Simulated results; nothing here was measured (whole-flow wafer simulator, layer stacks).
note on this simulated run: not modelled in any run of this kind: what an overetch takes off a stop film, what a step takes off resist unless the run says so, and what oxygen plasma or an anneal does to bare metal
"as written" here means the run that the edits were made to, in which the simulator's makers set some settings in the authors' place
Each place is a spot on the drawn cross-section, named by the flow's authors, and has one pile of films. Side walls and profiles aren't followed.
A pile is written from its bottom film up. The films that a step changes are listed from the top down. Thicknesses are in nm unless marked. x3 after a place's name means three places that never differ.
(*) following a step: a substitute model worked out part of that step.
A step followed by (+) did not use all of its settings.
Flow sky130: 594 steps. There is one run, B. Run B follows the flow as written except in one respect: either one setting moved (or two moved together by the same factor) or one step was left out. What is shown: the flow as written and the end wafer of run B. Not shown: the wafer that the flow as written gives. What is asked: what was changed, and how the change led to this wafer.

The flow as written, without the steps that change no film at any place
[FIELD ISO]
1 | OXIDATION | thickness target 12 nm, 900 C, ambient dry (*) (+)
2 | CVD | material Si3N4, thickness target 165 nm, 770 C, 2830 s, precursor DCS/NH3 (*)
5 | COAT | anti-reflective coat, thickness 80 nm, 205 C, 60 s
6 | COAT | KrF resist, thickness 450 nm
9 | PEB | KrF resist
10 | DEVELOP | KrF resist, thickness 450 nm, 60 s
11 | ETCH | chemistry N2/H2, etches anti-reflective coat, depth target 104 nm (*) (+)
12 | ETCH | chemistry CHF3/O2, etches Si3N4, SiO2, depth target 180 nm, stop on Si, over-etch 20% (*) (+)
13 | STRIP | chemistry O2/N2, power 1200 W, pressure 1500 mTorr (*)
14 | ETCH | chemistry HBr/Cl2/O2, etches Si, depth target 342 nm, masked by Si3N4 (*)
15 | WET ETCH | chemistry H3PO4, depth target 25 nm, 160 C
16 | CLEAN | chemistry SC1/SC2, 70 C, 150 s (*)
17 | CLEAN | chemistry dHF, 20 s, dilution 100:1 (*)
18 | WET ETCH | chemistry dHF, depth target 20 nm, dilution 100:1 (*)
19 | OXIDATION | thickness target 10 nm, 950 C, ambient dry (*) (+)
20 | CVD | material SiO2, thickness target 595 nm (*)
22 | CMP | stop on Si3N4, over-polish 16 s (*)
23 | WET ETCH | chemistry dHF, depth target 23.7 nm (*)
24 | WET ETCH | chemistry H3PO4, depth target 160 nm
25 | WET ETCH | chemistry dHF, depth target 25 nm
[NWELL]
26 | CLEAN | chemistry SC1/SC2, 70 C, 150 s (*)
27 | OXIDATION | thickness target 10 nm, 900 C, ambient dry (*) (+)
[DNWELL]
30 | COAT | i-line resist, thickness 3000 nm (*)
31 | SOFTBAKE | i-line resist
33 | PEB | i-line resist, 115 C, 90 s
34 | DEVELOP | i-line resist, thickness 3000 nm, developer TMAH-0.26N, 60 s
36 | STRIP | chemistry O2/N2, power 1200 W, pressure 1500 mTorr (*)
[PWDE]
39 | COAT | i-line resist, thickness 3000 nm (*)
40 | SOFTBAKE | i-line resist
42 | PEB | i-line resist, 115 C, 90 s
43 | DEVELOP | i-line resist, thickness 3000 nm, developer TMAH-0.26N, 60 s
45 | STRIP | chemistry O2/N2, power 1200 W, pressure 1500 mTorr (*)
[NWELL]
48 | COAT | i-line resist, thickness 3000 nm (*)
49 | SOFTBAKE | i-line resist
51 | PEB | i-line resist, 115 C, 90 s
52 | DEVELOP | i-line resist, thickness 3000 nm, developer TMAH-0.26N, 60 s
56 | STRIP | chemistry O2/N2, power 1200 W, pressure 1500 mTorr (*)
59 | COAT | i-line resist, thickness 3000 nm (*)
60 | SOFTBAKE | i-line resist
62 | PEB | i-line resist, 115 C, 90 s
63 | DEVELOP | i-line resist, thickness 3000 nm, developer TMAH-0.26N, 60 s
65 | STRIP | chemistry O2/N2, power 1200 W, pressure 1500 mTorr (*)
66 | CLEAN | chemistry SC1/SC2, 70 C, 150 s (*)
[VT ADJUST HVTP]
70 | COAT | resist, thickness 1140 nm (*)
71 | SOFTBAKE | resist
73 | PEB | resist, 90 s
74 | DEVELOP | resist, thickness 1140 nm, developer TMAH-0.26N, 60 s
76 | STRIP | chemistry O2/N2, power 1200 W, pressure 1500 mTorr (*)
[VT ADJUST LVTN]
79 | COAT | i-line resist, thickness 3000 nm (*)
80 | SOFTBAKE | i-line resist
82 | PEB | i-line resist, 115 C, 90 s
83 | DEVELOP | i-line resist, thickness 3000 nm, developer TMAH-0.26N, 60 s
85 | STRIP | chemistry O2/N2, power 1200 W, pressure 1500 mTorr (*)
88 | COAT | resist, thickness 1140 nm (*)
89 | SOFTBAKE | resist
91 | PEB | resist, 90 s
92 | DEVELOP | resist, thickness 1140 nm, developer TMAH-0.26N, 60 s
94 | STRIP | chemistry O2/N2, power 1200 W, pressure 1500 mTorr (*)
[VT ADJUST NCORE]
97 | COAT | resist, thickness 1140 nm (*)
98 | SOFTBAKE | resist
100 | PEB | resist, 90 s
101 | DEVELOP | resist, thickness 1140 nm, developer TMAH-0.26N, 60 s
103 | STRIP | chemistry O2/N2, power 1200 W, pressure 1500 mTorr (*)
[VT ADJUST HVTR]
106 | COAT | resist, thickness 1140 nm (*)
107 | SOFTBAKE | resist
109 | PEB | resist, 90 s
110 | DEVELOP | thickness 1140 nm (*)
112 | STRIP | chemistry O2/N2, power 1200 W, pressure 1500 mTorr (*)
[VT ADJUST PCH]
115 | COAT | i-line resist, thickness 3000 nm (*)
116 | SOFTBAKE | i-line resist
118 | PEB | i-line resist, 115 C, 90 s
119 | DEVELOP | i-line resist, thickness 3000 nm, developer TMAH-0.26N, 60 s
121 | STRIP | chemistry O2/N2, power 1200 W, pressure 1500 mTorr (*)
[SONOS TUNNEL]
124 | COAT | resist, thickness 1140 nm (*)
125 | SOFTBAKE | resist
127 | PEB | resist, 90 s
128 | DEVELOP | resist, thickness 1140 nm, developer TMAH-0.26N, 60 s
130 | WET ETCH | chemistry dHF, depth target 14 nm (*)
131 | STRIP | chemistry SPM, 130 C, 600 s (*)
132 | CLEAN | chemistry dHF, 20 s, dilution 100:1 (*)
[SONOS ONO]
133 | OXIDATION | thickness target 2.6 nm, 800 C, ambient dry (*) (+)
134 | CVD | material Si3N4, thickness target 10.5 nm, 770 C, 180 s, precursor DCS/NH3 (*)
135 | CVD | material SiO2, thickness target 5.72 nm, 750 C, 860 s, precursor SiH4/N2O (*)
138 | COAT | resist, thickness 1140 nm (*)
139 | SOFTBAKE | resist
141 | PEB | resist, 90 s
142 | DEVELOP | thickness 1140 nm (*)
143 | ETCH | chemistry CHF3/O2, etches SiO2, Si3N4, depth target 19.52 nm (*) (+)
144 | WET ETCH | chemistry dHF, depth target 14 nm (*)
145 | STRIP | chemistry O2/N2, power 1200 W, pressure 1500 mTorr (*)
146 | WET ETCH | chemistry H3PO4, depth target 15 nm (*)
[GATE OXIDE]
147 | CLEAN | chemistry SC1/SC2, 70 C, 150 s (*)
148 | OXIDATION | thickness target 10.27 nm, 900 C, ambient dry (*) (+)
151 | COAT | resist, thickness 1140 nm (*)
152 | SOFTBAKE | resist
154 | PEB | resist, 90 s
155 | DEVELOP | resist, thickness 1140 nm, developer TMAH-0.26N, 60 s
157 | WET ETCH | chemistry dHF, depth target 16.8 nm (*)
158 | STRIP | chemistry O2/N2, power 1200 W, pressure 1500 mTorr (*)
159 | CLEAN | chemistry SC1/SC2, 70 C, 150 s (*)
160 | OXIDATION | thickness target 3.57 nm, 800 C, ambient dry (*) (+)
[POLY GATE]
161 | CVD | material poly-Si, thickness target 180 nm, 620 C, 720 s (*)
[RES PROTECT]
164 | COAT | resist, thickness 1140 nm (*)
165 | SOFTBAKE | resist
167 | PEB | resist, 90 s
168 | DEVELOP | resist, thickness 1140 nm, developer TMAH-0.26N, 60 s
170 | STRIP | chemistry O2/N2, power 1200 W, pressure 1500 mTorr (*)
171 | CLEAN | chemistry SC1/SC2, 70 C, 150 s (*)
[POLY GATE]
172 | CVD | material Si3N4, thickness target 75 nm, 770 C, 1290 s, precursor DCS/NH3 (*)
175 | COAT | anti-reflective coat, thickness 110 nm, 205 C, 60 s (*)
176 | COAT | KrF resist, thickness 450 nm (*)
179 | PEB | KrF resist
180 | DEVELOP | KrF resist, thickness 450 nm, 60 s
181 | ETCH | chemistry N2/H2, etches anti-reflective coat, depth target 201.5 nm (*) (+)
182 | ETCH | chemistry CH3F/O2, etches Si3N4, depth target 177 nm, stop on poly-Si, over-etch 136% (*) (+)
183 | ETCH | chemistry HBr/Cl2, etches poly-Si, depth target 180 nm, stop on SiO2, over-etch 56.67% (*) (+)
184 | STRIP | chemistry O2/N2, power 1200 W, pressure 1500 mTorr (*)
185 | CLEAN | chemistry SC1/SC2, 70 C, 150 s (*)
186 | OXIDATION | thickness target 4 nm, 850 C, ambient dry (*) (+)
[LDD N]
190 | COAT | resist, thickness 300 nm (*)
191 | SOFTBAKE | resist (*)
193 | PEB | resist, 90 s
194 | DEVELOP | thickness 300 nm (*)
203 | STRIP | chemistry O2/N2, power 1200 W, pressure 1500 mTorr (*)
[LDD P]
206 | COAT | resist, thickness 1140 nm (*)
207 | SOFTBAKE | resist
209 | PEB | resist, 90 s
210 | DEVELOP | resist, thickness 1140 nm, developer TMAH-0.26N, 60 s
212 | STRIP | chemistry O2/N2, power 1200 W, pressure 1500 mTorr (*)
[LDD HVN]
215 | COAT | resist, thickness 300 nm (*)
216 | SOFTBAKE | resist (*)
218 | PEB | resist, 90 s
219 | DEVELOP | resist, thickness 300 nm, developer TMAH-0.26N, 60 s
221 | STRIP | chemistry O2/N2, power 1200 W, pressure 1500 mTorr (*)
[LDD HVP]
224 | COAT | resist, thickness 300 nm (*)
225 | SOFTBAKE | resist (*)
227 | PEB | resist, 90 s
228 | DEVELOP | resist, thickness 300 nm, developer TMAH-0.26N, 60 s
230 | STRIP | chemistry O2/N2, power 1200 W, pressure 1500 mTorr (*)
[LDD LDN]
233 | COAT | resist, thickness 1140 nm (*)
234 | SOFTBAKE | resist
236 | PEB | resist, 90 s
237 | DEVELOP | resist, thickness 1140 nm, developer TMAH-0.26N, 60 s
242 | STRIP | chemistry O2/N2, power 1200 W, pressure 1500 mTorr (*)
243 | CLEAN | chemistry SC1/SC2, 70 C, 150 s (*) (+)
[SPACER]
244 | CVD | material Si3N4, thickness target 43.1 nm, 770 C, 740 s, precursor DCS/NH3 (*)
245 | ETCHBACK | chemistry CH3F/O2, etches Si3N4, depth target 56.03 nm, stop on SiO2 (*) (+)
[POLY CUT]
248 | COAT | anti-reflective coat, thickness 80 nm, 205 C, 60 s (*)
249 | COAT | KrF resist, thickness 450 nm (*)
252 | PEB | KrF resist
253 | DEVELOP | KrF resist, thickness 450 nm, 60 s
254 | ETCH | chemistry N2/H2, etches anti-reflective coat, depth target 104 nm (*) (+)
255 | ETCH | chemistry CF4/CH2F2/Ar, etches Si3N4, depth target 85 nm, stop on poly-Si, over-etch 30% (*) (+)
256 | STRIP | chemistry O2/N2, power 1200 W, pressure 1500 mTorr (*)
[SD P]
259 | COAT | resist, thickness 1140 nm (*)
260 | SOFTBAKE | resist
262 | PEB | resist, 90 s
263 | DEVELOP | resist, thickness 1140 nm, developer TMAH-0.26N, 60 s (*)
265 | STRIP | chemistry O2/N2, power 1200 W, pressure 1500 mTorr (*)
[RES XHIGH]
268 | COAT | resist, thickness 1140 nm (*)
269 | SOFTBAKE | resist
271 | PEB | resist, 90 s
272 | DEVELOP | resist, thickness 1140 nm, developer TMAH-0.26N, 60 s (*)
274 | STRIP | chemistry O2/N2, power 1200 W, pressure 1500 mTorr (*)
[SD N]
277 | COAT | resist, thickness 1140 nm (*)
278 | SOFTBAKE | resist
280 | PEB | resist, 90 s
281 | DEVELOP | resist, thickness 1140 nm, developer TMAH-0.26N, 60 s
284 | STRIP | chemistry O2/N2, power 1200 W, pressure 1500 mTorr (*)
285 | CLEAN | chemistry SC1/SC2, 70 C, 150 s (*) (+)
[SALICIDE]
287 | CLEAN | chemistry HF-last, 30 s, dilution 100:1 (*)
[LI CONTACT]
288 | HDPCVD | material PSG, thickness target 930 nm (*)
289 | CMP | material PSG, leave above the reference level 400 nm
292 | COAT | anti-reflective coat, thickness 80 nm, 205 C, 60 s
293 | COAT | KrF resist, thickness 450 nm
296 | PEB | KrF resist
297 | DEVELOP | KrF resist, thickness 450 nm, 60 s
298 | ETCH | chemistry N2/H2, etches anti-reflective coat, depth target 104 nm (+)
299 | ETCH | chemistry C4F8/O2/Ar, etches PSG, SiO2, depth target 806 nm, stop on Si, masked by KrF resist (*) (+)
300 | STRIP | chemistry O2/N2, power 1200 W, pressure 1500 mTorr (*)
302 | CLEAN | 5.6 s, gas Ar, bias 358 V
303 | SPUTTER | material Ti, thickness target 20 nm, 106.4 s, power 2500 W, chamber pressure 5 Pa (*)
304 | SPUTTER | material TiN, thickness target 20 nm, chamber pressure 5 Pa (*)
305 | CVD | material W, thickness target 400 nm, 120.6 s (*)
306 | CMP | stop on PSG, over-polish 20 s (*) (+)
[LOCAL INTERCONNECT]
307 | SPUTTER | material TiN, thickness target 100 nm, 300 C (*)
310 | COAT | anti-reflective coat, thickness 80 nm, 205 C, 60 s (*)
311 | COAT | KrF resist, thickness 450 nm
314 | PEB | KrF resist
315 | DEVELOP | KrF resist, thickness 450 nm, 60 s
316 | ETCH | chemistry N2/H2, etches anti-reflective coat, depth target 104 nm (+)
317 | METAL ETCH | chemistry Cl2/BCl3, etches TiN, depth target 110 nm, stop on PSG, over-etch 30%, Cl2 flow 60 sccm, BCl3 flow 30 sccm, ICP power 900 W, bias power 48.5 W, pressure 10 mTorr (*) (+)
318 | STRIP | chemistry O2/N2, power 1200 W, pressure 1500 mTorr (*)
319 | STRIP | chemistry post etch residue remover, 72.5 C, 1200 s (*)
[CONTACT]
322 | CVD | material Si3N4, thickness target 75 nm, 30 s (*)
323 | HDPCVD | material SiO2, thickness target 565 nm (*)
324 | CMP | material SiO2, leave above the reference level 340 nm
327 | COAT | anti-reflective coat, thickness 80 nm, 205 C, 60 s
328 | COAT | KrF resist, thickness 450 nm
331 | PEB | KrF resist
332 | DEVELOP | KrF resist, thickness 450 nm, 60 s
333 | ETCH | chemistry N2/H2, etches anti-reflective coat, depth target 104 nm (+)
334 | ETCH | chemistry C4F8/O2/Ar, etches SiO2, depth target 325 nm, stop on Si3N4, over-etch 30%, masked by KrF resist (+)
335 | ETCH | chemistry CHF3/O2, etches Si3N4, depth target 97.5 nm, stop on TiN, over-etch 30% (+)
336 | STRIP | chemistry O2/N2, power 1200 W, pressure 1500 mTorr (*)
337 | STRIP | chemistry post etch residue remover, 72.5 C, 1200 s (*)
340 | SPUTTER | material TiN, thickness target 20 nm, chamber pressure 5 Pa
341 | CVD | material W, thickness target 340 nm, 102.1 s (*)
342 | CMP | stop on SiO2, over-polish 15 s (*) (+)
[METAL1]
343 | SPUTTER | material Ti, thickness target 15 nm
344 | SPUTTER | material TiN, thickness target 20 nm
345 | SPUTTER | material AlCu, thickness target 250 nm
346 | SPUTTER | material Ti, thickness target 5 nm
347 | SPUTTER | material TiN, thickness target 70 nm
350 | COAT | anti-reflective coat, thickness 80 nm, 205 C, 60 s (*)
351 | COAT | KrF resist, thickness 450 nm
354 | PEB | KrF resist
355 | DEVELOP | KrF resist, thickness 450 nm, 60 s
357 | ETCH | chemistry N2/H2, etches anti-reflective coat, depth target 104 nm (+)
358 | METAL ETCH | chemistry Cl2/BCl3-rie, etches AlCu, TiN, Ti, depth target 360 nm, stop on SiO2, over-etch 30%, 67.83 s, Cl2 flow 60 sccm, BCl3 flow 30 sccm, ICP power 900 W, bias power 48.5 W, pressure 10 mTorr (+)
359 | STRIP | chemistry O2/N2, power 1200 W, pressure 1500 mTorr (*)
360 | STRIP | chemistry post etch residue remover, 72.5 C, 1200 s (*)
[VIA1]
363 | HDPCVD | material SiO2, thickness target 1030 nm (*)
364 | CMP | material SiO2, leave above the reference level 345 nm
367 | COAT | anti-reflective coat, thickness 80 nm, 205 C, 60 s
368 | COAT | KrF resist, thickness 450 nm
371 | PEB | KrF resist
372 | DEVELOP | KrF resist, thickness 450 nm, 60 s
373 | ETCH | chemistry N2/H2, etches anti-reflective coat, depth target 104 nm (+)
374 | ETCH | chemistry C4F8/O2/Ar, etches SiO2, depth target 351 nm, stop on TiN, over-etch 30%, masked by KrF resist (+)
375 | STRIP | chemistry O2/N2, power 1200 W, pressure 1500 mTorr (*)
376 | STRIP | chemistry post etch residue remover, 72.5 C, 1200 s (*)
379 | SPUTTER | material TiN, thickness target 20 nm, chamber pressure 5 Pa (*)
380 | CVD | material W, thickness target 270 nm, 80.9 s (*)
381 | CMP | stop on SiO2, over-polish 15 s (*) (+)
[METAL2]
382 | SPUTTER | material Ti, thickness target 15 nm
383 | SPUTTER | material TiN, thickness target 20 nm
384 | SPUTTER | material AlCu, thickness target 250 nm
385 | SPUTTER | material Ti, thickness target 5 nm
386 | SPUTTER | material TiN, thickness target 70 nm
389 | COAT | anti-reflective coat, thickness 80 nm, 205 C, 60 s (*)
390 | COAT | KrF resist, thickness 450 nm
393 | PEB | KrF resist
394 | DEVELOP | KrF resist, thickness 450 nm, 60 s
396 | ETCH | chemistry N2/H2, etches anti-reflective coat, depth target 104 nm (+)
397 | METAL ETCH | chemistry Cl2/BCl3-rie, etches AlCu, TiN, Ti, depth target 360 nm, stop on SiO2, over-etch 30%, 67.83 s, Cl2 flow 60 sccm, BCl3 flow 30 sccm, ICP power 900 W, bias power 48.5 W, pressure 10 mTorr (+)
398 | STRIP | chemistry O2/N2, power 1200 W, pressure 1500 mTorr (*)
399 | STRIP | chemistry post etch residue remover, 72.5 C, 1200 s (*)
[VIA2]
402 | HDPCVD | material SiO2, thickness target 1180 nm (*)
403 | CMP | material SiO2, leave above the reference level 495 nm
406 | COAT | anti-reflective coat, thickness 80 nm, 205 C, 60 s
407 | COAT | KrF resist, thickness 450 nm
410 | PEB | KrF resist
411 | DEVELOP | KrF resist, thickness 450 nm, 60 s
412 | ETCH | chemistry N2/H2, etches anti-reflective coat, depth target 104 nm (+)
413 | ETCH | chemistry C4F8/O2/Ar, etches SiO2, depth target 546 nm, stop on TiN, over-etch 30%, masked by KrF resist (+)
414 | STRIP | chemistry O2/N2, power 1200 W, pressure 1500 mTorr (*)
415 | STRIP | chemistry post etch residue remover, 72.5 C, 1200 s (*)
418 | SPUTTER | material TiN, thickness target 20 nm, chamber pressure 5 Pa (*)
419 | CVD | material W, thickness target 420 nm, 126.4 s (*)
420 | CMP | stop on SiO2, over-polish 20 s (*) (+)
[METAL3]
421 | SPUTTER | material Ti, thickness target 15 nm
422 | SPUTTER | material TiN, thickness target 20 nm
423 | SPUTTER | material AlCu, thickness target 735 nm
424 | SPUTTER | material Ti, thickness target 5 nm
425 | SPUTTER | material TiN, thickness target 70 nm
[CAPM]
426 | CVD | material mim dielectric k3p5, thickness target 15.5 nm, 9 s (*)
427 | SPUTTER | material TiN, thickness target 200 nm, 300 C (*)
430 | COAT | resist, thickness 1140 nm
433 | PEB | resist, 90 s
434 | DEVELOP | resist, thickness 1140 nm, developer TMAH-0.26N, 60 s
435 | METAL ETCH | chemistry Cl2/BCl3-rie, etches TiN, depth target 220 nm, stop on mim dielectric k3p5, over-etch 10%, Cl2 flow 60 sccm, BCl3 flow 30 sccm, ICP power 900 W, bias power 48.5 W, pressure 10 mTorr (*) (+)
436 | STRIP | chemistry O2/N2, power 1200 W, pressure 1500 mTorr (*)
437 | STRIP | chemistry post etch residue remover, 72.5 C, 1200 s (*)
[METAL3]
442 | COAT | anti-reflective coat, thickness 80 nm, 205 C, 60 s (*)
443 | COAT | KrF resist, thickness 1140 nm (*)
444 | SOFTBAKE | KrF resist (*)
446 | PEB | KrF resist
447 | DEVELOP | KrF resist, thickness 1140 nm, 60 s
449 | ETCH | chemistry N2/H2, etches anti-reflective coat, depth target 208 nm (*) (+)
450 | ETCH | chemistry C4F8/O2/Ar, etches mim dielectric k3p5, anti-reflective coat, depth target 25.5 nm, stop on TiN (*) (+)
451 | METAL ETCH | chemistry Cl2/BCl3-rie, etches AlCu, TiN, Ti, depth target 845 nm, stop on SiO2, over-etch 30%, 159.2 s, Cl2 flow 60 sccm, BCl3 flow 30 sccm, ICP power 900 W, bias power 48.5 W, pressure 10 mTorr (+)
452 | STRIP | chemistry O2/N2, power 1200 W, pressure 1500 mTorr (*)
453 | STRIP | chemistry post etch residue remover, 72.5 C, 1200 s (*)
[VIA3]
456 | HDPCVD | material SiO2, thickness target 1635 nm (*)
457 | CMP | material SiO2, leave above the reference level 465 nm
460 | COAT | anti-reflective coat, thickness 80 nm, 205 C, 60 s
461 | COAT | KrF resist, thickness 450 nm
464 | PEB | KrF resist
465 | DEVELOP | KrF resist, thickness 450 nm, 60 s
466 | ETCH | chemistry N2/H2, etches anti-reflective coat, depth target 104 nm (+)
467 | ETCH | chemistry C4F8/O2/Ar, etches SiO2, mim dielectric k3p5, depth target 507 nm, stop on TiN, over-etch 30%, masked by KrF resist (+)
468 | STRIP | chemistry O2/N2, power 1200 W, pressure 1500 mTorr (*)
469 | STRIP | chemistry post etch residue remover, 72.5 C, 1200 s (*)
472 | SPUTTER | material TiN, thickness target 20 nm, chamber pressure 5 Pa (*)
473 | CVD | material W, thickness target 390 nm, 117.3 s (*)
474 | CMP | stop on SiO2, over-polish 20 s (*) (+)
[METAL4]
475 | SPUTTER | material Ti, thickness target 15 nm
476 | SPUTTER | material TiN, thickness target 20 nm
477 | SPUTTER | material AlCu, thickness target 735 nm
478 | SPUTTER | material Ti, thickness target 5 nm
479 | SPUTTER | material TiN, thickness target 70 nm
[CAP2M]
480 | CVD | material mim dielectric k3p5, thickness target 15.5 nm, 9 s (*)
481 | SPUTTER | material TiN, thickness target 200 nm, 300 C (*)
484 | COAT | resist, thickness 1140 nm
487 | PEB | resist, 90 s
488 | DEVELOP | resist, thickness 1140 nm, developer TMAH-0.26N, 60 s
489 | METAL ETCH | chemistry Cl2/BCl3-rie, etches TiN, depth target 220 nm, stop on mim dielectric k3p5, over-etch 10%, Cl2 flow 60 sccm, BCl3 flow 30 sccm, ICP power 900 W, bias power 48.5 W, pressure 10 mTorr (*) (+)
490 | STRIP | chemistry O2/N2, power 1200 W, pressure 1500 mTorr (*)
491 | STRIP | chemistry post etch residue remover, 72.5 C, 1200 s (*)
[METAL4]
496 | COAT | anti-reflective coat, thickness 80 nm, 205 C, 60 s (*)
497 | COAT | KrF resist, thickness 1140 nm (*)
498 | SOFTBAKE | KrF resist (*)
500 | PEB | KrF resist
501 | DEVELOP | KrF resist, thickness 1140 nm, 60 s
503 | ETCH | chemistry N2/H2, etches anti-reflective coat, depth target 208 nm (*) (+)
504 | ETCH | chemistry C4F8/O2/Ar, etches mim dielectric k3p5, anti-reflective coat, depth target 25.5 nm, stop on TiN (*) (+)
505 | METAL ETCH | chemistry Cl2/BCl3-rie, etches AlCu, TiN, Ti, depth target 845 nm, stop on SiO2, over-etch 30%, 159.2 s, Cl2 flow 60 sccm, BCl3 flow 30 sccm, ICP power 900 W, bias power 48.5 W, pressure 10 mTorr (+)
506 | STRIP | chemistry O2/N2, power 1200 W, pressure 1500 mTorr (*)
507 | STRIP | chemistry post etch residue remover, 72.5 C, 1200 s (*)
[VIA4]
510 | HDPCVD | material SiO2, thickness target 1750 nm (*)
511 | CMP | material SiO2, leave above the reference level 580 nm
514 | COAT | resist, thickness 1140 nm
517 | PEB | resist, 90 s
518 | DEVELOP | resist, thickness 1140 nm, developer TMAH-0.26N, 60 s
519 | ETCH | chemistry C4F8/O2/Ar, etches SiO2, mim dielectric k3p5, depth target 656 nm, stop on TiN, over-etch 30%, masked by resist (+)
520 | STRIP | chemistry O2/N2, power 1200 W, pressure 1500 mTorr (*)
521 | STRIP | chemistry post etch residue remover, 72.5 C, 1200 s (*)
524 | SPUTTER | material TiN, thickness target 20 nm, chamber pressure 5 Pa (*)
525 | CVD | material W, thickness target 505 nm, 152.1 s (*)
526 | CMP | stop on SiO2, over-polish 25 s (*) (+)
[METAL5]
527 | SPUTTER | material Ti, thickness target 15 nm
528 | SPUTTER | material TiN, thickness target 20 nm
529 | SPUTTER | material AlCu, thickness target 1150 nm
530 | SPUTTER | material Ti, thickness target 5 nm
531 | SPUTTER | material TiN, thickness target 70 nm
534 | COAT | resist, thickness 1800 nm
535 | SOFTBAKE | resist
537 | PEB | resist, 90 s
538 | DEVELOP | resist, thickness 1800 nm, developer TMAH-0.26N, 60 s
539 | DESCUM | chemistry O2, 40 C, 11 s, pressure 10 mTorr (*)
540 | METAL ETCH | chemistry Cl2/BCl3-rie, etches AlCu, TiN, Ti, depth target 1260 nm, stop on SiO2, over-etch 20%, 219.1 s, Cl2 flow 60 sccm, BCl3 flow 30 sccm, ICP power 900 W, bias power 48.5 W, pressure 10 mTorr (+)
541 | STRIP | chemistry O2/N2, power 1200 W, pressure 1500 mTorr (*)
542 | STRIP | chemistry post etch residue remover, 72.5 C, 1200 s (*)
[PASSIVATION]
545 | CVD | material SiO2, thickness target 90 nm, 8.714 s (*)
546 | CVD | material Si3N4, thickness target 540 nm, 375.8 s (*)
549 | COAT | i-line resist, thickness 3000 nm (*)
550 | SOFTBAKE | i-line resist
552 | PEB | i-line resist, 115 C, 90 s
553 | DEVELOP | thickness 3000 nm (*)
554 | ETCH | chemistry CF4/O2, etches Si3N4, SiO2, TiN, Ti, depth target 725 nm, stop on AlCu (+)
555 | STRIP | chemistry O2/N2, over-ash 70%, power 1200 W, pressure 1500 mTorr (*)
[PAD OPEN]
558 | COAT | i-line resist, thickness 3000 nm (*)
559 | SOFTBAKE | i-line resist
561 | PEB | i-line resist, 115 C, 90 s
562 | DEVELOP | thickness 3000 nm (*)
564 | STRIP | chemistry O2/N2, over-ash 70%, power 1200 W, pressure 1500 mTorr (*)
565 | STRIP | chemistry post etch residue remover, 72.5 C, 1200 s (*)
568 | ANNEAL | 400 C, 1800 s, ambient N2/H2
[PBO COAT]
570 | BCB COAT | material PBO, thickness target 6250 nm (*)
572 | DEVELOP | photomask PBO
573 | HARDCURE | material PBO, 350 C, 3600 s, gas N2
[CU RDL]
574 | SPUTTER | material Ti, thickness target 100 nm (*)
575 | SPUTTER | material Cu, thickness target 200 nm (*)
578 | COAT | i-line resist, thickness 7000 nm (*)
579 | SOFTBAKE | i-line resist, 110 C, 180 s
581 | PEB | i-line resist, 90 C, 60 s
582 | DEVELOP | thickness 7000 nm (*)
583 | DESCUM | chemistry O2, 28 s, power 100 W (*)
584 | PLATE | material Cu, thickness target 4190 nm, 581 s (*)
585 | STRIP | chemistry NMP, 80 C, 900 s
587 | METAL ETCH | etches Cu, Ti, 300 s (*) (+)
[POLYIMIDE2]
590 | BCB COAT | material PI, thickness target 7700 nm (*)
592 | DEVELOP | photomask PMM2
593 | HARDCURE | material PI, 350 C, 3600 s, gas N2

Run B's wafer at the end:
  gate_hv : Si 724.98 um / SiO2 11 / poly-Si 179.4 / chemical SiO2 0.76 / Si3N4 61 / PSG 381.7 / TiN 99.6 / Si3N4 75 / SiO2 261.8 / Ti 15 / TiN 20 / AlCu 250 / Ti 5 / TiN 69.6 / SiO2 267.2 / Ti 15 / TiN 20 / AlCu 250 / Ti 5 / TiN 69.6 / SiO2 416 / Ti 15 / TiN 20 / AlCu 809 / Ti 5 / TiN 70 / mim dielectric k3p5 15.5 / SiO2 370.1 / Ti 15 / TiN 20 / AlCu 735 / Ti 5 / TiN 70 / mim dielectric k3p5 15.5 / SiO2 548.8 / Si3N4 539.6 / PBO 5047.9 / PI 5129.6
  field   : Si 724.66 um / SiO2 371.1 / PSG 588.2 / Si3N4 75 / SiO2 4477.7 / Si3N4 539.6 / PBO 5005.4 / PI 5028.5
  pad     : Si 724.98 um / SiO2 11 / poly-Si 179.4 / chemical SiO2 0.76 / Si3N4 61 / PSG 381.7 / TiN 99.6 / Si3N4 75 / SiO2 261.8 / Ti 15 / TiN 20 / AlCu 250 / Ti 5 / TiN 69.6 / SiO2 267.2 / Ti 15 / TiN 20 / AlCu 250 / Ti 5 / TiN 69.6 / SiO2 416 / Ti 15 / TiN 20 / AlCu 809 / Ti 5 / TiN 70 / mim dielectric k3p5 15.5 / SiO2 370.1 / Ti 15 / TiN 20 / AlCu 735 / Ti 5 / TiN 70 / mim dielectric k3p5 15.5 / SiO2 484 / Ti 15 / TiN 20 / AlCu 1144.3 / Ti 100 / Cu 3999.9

Cause: step 423, SPUTTER: thickness target 809 nm was run, whereas the flow has thickness target 735 nm.
The wafer itself shows it: gate_hv has AlCu 809, and step 423 as written asks for 735 nm.

The path from the change to this, step by step:
  423 | SPUTTER | material AlCu, thickness target 735 nm
      field, active, n_well and 188 more: +809 AlCu (new film) (it would be, as written: +735 AlCu (new film))
  451 | METAL ETCH | chemistry Cl2/BCl3-rie, etches AlCu, TiN, Ti, depth target 845 nm, stop on SiO2, over-etch 30%, 159.2 s, Cl2 flow 60 sccm, BCl3 flow 30 sccm, ICP power 900 W, bias power 48.5 W, pressure 10 mTorr (+)
      field, active, gate and 69 more: -70 TiN (all of it), -5 Ti (all of it), -809 AlCu (all of it), -20 TiN (all of it), -15 Ti (all of it), -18 SiO2 (it would be, as written: -70 TiN (all of it), -5 Ti (all of it), -735 AlCu (all of it), -20 TiN (all of it), -15 Ti (all of it), -25.4 SiO2)
      vpp_ln, vpp_iso2, ndiff_ln and 9 more: -70 TiN (all of it), -5 Ti (all of it), -809 AlCu (all of it), -20 TiN (all of it), -15 Ti (all of it), -17.9 SiO2 (it would be, as written: -70 TiN (all of it), -5 Ti (all of it), -735 AlCu (all of it), -20 TiN (all of it), -15 Ti (all of it), -25.3 SiO2)
      (also at 1 further place)
  457 | CMP | material SiO2, leave above the reference level 465 nm
      field, active, gate and 62 more: -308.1 SiO2 (it would be, as written: -374.7 SiO2)
      vpp_ln, vpp_iso1, vpp_iso2 and 17 more: -308 SiO2 (it would be, as written: -374.7 SiO2)
